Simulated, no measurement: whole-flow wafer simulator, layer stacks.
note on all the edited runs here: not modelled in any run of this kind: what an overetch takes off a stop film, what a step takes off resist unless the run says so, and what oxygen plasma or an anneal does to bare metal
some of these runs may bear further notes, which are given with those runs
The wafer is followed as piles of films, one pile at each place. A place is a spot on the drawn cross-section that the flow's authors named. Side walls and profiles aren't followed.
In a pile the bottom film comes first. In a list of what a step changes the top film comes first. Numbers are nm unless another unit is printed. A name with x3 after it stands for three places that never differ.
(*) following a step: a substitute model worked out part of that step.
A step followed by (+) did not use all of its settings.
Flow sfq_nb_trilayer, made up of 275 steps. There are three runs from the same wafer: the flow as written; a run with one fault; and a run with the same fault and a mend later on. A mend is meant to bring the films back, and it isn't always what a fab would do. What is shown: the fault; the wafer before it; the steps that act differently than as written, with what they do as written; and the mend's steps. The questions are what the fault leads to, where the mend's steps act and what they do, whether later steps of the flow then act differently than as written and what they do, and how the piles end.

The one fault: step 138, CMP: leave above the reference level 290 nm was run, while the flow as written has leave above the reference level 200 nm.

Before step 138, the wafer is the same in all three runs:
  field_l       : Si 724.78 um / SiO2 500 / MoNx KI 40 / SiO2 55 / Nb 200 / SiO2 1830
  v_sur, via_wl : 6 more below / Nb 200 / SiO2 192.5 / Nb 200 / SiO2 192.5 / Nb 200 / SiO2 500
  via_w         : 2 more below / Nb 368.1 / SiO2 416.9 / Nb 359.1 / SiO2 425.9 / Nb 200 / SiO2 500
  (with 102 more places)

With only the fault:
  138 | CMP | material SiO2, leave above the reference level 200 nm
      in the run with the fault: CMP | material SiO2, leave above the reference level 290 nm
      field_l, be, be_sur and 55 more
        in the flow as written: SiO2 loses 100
        in the run with the fault: SiO2 loses 10
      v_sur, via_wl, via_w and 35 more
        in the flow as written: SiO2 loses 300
        in the run with the fault: SiO2 loses 210
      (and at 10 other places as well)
  Steps further on in the flow that do not act as written (6 more steps, not shown, differ only slightly: by at most 2% or 0.5 nm, whichever is larger):
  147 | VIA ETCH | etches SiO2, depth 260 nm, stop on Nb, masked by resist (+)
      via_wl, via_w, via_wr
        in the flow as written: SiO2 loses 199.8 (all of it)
        in the run with the fault: SiO2 loses 260
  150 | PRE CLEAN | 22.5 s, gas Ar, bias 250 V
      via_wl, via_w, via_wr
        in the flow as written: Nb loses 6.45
        in the run with the fault: SiO2 loses 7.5
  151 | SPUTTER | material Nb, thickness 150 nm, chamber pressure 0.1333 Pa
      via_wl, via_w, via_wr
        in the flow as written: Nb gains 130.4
        in the run with the fault: Nb gains 123.3 (new film)
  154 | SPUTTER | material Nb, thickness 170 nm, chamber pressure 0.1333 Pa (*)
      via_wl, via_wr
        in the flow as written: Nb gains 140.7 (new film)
        in the run with the fault: Nb gains 103.1 (new film)
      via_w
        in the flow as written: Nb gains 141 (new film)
        in the run with the fault: Nb gains 136 (new film)
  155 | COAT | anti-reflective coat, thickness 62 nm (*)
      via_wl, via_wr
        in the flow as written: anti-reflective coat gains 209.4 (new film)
        in the run with the fault: anti-reflective coat gains 321.3 (new film)
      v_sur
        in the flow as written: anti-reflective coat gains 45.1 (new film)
        in the run with the fault: anti-reflective coat gains 42.8 (new film)
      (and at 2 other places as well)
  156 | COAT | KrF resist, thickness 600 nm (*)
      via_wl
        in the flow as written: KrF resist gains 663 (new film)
        in the run with the fault: KrF resist gains 648.6 (new film)
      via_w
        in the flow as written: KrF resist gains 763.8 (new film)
        in the run with the fault: KrF resist gains 811.1 (new film)
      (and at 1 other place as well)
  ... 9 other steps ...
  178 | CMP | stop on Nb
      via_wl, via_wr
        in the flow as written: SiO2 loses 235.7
        in the run with the fault: SiO2 loses 227.2
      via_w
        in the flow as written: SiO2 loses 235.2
        in the run with the fault: SiO2 loses 227.2
  At field_l, v_sur, via_wl and 103 more, the piles at the end differ from the flow's by more than 2% or 0.5 nm, whichever is larger.
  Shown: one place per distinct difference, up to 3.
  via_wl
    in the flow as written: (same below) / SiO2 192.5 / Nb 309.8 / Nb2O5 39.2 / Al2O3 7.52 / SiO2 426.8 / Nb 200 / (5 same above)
    in the run with the fault: (same below) / SiO2 192.5 / Nb 200 / SiO2 22.3 / Nb 123.3 / Al 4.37 / Al2O3 0.96 / Nb2O5 52.6 / SiO2 469.8 / Nb 200 / (5 same above)
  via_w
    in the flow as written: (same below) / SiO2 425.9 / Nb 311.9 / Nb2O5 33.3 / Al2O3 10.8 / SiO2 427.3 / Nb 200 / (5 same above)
    in the run with the fault: (same below) / SiO2 425.9 / Nb 200 / SiO2 22.3 / Nb 110.8 / Nb2O5 34.7 / Al2O3 10.1 / SiO2 495.5 / Nb 200 / (5 same above)
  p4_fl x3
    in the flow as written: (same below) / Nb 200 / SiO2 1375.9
    in the run with the fault: (same below) / Nb 200 / SiO2 1465.9

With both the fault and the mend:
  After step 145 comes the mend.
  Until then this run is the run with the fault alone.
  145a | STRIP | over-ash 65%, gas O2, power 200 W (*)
      field_l, v_sur, via_sp and 100 more
        KrF resist loses 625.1 (all of it), anti-reflective coat loses 62 (all of it)
      via_wl, via_w, via_wr
        anti-reflective coat loses 62 (all of it)
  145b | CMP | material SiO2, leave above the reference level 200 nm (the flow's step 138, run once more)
      field_l, v_sur, via_wl and 103 more
        SiO2 loses 90
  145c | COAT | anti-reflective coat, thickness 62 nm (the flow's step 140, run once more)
      field_l, v_sur, via_wl and 103 more
        anti-reflective coat gains 62 (new film)
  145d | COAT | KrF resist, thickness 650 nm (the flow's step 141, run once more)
      field_l, v_sur, via_wl and 103 more
        KrF resist gains 650 (new film)
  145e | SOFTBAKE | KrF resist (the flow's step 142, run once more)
      leaves every film unchanged at each place that is followed
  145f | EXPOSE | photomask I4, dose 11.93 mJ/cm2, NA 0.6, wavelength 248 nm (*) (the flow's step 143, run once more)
      leaves every film unchanged at each place that is followed
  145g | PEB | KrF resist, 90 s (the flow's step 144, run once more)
      field_l, v_sur, via_wl and 103 more
        KrF resist loses 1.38
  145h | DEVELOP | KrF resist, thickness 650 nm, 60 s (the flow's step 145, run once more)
      field_l, v_sur, via_sp and 100 more
        KrF resist loses 23.5
      via_wl, via_w, via_wr
        KrF resist loses 648.6 (all of it)
  Later steps of the flow that are run all act as written at every place that is followed.
  By the end, the piles equal the flow's at every place that both follow.
